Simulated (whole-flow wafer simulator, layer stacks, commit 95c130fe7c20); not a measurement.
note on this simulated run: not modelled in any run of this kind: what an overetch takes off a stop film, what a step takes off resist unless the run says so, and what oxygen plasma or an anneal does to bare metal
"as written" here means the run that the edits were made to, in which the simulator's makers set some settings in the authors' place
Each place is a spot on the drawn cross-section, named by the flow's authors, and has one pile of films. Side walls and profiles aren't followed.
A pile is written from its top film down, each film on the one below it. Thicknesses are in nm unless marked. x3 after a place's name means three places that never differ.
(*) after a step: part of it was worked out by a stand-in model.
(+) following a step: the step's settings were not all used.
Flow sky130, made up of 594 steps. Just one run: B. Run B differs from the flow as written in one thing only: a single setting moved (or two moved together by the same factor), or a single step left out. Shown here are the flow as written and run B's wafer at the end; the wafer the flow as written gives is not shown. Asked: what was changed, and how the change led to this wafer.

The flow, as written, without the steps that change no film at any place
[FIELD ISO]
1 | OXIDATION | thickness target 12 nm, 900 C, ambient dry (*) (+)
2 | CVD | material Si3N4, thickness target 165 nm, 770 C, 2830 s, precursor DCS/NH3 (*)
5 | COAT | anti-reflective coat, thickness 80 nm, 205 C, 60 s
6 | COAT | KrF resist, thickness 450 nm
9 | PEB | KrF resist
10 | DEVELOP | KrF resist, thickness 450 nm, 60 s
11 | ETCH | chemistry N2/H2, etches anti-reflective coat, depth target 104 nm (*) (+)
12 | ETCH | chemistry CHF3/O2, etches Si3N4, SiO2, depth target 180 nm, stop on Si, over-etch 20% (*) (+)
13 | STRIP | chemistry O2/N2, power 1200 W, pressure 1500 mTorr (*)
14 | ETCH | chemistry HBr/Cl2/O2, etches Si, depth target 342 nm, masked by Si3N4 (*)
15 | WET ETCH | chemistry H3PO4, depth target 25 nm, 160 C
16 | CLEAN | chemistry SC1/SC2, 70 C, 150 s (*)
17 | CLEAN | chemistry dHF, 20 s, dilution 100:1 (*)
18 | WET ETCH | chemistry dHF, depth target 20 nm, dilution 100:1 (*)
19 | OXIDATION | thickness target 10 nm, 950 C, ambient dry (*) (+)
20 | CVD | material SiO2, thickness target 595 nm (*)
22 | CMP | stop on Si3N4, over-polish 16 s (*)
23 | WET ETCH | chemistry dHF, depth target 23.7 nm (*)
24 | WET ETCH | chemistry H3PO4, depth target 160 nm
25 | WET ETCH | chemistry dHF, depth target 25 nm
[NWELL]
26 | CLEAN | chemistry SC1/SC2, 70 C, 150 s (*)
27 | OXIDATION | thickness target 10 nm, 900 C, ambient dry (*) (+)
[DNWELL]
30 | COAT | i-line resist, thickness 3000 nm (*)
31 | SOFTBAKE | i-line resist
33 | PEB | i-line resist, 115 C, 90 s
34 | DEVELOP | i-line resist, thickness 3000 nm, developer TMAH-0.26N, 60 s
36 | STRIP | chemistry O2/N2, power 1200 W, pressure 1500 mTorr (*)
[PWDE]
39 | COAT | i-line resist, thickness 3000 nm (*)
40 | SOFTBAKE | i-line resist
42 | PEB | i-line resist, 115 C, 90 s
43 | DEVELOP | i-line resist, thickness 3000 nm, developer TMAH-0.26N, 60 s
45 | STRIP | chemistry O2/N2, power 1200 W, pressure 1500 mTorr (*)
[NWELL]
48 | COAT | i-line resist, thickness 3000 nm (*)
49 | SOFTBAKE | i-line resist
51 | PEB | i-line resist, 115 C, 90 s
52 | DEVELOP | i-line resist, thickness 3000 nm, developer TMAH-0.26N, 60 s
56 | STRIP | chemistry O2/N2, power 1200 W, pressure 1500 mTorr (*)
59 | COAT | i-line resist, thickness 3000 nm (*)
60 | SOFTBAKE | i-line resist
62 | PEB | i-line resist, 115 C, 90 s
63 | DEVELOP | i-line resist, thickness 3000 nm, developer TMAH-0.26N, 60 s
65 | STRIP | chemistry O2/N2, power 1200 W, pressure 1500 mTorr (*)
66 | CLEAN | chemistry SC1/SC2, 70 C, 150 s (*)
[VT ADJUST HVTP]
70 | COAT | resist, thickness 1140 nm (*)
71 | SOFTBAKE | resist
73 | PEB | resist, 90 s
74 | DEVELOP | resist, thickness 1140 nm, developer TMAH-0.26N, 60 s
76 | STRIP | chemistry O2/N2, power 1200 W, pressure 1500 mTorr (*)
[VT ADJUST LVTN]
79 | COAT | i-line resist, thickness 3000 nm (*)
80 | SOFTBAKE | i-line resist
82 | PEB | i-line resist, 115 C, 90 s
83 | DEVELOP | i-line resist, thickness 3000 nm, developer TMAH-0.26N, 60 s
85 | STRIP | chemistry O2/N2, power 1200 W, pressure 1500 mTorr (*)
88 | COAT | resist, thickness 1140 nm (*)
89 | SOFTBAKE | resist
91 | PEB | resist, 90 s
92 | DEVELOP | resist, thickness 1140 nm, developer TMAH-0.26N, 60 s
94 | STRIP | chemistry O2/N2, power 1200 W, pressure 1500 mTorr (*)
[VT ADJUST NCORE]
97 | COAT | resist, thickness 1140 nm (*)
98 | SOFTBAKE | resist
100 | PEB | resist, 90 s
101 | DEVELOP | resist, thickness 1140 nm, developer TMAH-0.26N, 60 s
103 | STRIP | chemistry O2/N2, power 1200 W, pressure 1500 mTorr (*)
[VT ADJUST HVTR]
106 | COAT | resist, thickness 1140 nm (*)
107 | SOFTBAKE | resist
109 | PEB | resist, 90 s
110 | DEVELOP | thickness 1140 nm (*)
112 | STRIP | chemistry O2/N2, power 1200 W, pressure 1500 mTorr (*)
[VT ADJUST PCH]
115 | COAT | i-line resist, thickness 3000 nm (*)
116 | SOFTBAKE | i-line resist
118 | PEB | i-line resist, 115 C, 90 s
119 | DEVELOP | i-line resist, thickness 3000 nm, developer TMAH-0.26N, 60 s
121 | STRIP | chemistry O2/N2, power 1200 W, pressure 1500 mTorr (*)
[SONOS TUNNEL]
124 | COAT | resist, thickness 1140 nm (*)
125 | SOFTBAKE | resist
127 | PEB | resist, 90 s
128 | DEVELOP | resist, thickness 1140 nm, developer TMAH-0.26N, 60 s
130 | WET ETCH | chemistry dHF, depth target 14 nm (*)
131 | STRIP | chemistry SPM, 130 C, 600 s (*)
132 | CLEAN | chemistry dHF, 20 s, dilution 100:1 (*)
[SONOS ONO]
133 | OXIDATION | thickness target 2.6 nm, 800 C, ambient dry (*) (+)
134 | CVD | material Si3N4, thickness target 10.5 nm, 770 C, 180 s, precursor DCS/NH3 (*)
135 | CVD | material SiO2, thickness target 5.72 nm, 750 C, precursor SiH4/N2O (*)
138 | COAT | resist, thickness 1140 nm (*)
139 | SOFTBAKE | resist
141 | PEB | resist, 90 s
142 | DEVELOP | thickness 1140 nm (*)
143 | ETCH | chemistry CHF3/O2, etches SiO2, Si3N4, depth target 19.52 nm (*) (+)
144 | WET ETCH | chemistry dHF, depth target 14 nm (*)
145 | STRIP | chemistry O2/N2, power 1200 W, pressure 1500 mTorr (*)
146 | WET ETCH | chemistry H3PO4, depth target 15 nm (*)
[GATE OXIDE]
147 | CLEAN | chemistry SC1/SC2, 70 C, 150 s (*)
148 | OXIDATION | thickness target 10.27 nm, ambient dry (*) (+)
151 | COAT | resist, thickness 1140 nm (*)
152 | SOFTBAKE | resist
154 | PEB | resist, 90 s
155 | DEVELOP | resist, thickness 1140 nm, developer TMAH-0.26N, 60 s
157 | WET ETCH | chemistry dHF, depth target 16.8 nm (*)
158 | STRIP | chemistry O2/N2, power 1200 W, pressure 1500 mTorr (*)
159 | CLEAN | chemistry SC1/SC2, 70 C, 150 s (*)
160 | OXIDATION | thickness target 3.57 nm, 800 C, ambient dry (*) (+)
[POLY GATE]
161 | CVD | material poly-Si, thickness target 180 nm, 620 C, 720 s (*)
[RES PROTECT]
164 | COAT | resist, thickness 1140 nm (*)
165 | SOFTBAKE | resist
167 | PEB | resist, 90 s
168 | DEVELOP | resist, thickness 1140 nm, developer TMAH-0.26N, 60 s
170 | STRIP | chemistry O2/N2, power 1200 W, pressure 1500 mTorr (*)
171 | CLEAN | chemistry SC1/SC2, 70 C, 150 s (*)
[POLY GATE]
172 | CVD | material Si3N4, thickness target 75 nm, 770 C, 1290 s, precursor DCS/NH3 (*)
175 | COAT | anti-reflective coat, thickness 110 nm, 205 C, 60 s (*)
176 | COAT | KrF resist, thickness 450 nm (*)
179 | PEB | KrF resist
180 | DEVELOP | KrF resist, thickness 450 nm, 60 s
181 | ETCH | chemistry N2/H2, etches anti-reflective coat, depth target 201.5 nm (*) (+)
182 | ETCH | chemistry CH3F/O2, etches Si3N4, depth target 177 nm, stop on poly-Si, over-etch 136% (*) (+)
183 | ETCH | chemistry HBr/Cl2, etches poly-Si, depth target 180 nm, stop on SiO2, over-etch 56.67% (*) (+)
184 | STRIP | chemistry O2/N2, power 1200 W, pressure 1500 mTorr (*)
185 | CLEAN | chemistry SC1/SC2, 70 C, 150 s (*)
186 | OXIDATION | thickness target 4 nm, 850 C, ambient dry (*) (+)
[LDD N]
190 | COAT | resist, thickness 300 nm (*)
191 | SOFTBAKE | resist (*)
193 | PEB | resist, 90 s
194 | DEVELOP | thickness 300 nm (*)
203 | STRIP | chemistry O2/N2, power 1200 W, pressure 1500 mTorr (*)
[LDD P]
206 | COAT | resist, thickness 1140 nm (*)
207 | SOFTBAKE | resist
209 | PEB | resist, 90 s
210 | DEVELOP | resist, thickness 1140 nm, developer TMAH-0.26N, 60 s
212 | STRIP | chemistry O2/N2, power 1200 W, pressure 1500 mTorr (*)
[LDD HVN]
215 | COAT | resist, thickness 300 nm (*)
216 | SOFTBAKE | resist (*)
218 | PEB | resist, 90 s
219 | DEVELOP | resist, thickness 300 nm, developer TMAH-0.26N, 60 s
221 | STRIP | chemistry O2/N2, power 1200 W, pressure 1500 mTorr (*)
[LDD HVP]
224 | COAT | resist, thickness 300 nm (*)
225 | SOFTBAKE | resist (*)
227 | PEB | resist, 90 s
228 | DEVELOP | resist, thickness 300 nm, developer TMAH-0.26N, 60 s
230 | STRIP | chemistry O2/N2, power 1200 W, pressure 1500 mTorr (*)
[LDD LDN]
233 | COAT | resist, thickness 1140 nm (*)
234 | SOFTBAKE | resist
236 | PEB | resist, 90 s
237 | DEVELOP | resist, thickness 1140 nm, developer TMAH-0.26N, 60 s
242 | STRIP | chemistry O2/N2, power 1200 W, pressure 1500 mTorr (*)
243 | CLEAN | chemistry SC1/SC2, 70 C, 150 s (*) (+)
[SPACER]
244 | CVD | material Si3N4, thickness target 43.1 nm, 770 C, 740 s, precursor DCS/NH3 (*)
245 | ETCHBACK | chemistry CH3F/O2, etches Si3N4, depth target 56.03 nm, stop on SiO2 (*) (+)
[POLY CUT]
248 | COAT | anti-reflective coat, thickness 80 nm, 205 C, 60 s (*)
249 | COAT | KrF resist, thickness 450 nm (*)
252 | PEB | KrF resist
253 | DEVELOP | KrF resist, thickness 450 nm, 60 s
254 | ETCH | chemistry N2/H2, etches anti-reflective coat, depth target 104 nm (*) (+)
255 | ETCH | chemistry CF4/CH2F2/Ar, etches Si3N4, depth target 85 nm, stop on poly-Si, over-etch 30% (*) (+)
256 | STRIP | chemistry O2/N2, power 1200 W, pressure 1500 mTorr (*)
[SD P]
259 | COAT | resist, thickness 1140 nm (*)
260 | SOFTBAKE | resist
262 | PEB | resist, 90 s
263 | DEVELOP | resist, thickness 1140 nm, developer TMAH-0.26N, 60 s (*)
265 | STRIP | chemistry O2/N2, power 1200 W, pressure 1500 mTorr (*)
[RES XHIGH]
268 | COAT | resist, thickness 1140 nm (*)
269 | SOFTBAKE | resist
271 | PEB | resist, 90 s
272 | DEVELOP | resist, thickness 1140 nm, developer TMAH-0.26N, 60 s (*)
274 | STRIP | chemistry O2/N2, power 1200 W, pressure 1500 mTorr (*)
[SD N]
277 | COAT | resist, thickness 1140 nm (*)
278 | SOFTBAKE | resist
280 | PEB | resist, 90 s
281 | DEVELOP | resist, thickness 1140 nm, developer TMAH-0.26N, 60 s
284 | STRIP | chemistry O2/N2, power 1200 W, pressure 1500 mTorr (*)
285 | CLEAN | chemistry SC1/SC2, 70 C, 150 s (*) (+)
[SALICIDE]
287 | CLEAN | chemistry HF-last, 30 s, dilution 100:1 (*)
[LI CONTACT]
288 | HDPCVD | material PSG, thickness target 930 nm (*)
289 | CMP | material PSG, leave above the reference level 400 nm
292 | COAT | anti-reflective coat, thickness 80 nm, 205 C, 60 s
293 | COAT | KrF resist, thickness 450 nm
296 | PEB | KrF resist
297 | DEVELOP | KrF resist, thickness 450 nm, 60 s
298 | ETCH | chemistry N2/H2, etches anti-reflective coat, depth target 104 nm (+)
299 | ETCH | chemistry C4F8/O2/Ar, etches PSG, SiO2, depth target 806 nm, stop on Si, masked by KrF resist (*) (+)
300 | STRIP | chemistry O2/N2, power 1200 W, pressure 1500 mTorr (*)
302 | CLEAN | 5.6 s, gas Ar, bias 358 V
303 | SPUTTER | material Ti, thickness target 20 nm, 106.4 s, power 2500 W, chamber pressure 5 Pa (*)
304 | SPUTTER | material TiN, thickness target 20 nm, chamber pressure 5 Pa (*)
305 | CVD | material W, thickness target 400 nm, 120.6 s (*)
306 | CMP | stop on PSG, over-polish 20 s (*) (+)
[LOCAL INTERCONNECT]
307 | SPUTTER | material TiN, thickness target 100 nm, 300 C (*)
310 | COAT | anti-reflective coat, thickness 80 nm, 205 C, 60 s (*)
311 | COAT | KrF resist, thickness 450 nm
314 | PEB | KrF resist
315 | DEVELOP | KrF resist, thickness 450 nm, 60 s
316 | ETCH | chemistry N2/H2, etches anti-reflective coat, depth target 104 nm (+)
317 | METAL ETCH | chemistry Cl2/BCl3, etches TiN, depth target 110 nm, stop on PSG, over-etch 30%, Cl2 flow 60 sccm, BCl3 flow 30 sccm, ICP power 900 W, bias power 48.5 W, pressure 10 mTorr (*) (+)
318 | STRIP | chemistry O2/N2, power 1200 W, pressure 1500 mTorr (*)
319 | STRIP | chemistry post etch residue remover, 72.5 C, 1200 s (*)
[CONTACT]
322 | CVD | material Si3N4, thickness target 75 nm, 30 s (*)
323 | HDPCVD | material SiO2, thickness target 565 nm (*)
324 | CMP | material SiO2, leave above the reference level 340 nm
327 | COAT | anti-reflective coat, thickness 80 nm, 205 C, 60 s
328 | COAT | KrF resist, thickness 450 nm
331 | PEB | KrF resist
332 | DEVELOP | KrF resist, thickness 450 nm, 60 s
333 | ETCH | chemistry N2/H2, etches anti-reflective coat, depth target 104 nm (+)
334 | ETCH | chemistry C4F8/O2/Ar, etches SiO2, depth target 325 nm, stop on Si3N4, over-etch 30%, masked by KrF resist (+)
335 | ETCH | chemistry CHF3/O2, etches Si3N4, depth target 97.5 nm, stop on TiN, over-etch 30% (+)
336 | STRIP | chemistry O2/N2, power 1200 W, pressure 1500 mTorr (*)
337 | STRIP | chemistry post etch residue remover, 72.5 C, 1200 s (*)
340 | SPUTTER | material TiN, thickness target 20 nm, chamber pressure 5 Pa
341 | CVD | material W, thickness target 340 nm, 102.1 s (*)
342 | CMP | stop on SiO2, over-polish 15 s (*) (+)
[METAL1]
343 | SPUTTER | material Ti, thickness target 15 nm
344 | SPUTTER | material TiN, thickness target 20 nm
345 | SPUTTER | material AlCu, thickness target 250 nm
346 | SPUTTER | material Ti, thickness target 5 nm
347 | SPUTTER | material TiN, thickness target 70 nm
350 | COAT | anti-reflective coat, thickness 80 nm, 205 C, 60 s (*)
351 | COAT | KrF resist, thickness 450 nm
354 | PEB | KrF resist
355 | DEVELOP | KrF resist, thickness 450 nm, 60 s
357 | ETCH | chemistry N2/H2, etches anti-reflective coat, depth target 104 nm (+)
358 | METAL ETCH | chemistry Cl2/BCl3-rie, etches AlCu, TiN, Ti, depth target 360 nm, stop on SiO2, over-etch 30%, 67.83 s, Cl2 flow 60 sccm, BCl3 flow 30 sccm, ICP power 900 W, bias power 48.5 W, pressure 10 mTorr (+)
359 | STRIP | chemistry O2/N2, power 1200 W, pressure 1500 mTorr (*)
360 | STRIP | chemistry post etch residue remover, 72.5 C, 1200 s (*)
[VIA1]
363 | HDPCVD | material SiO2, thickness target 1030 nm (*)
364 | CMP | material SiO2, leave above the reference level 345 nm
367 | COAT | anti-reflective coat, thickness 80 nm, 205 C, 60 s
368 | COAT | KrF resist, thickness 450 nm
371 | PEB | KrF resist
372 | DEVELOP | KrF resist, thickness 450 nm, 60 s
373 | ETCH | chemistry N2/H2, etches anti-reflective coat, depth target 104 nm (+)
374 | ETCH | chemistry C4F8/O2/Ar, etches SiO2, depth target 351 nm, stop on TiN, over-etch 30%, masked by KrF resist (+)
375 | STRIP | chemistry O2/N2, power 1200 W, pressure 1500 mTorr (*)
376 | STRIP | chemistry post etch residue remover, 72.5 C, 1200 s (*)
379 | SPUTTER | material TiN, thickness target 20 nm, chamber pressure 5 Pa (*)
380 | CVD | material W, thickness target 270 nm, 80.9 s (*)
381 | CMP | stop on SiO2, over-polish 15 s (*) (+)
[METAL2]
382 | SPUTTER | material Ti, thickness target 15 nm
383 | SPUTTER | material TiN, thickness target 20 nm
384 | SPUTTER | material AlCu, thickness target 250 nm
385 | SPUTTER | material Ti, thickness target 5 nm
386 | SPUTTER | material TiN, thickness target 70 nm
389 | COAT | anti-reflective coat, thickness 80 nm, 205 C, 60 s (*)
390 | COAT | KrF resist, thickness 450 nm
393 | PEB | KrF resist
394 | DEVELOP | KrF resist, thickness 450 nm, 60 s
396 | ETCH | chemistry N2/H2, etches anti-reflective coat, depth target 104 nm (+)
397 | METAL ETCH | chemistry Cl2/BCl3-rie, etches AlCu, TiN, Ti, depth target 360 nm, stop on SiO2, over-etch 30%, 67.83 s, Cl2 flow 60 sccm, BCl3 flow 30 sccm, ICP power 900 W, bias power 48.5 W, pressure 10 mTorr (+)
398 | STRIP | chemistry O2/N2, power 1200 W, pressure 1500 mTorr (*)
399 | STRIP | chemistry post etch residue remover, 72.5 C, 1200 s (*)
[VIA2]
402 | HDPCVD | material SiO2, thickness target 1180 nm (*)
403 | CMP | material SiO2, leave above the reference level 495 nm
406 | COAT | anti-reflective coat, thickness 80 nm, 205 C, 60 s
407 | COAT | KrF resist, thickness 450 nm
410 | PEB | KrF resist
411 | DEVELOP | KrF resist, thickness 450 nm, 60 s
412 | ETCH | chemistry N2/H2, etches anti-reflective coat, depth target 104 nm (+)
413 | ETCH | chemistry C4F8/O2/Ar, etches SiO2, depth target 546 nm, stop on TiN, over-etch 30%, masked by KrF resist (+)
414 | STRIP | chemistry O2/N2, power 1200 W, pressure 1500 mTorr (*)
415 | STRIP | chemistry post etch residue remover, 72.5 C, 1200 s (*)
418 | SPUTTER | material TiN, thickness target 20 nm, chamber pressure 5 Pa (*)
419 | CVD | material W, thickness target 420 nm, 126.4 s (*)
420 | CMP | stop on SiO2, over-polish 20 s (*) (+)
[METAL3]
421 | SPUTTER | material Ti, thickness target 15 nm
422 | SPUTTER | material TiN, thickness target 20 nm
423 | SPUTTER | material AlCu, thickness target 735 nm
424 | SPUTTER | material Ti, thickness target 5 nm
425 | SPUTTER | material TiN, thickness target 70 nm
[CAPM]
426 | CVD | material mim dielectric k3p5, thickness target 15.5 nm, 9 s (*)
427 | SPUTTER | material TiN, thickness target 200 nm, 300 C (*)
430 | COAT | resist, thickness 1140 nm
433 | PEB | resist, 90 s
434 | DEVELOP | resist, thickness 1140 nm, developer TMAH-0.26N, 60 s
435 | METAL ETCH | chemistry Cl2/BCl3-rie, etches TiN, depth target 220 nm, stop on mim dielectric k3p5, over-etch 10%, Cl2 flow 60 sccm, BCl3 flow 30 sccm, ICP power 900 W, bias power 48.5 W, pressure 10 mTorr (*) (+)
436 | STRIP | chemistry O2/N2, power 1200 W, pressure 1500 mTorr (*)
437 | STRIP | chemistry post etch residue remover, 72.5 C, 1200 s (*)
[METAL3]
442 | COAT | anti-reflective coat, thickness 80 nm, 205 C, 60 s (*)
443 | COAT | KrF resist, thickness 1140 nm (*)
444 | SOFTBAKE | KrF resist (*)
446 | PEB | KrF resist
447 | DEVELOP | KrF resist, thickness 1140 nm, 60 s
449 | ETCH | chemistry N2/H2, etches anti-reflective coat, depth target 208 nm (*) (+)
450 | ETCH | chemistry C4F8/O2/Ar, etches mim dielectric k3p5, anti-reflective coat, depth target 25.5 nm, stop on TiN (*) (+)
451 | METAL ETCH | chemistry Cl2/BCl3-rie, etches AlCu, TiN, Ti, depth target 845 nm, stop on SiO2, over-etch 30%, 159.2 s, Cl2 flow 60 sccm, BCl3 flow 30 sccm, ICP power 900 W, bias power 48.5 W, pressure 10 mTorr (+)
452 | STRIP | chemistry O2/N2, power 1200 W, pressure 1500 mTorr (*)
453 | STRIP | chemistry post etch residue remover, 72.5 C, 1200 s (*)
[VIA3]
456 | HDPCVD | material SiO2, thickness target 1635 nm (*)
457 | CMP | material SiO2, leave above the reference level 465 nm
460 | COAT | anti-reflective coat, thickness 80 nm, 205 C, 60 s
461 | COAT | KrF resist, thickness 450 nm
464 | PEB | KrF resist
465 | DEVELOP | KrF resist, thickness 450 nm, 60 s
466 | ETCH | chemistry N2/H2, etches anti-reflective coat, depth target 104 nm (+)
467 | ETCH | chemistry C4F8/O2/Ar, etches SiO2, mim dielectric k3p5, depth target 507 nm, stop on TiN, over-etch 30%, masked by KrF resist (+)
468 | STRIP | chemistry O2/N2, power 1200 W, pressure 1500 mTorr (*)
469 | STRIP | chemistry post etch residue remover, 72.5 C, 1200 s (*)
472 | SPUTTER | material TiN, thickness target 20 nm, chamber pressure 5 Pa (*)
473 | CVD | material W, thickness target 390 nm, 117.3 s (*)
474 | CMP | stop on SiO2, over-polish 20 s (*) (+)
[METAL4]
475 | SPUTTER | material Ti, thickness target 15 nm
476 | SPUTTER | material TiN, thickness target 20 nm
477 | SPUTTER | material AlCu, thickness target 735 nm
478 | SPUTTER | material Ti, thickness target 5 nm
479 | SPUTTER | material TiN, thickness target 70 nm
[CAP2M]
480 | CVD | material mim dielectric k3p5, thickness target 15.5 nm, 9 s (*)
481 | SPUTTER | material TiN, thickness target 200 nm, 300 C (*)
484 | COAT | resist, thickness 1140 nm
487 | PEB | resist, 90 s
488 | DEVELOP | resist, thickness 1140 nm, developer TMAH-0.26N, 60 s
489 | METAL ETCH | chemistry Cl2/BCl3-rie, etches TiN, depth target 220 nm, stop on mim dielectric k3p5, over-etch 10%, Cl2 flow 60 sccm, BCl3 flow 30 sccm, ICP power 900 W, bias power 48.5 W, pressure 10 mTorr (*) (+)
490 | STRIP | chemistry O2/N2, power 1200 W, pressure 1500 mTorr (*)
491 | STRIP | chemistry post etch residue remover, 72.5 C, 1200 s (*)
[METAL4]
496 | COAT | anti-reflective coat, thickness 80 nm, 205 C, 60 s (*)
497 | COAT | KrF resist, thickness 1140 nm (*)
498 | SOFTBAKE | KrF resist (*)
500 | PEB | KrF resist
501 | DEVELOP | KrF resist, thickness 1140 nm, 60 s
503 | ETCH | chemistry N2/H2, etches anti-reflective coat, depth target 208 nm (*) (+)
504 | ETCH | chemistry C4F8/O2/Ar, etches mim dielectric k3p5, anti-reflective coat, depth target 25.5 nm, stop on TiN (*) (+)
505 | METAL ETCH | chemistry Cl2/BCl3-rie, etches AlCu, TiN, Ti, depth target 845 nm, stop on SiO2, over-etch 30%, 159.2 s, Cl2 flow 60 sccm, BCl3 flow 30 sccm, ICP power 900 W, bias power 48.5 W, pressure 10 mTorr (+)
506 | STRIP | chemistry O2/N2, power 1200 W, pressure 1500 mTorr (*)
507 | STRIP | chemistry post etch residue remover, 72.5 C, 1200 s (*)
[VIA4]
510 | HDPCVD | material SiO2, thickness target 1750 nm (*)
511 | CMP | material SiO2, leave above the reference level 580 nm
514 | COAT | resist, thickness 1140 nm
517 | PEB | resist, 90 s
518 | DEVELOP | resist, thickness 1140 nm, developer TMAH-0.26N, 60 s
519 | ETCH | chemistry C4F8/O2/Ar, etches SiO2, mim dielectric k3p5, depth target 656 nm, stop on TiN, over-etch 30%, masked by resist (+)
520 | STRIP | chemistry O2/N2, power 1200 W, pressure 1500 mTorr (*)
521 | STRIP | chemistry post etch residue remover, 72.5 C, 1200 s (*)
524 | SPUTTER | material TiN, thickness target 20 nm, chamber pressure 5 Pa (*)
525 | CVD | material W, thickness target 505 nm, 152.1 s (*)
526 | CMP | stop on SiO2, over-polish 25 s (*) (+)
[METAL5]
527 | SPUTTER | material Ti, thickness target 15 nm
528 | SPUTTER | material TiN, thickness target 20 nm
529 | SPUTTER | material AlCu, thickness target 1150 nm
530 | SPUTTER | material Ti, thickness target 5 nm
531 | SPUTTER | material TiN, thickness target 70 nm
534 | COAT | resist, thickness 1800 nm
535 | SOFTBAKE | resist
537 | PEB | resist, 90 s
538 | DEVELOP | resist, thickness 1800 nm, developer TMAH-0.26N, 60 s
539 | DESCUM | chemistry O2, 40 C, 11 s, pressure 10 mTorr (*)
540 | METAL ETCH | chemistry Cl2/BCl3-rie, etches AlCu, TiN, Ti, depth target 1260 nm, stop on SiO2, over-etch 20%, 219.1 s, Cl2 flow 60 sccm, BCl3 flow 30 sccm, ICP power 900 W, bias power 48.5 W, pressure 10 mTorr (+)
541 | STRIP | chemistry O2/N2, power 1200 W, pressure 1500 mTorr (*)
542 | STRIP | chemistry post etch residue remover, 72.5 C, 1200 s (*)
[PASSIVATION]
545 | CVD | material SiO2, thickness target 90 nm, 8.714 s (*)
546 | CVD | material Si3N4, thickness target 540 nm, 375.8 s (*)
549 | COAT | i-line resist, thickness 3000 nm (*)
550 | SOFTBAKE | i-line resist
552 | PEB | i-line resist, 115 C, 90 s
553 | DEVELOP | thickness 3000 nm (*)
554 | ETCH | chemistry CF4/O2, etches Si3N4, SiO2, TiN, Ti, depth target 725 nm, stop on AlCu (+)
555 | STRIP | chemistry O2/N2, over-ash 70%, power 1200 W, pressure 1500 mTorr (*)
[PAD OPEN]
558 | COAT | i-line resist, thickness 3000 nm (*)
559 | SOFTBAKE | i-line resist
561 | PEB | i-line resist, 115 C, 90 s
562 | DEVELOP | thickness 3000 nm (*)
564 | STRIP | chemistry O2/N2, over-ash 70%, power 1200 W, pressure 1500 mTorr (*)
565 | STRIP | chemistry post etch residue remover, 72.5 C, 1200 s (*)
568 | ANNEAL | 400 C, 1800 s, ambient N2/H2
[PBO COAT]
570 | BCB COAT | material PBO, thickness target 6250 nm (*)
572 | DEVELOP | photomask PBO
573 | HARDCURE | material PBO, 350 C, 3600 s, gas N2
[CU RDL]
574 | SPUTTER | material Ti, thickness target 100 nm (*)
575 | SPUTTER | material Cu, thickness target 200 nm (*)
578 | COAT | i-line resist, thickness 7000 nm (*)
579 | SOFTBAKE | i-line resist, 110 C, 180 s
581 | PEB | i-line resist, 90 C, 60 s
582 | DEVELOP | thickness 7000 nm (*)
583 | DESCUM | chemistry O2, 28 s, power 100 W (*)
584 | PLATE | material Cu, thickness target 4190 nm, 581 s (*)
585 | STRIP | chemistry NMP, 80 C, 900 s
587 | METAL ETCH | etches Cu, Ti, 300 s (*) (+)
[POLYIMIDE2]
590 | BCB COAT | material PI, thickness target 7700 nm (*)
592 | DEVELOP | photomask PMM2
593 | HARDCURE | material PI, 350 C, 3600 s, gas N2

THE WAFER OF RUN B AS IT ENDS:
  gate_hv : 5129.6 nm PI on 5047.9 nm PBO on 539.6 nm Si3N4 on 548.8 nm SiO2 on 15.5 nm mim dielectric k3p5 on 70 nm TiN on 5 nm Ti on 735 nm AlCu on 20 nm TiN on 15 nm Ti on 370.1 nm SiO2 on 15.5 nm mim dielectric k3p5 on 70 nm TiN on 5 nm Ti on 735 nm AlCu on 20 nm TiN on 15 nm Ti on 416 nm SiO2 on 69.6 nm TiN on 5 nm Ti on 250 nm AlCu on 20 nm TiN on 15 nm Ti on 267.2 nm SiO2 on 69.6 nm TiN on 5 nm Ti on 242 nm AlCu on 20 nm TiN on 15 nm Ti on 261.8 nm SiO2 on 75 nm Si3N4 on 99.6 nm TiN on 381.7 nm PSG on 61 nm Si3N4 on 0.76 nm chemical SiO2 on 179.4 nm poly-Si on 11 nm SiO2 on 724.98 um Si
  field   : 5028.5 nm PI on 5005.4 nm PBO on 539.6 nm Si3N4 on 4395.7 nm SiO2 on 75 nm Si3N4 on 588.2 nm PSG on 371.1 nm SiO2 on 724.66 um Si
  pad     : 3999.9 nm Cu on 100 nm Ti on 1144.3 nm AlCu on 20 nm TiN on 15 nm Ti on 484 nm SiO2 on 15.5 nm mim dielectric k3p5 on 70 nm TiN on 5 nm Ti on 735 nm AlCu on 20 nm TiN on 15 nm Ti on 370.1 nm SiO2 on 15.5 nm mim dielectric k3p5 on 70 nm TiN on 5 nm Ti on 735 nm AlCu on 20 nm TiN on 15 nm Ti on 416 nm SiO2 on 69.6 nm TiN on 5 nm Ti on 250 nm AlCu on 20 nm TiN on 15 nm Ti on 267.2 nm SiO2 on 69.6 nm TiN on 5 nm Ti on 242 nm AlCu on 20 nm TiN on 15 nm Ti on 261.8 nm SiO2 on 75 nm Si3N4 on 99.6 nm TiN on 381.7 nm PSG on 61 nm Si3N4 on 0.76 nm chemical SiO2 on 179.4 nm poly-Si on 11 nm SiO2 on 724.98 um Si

The reason: step 345, SPUTTER: thickness target 242 nm was run, while the flow as written has thickness target 250 nm.
The wafer lets one read it off: gate_hv has AlCu 242, and step 345 as written asks for 250 nm.

The path from the change to this, step by step:
  345 | SPUTTER | material AlCu, thickness target 250 nm
      field, active, n_well and 188 more: AlCu gains 242 (new film) (in the flow as written it would be: AlCu gains 250 (new film))
  358 | METAL ETCH | chemistry Cl2/BCl3-rie, etches AlCu, TiN, Ti, depth target 360 nm, stop on SiO2, over-etch 30%, 67.83 s, Cl2 flow 60 sccm, BCl3 flow 30 sccm, ICP power 900 W, bias power 48.5 W, pressure 10 mTorr (+)
      field, active, gate and 81 more: TiN loses 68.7 (all of it), Ti loses 5 (all of it), AlCu loses 242 (all of it), TiN loses 20 (all of it), Ti loses 15 (all of it), SiO2 loses 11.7 (in the flow as written it would be: TiN loses 68.7 (all of it), Ti loses 5 (all of it), AlCu loses 250 (all of it), TiN loses 20 (all of it), Ti loses 15 (all of it), SiO2 loses 10.9)
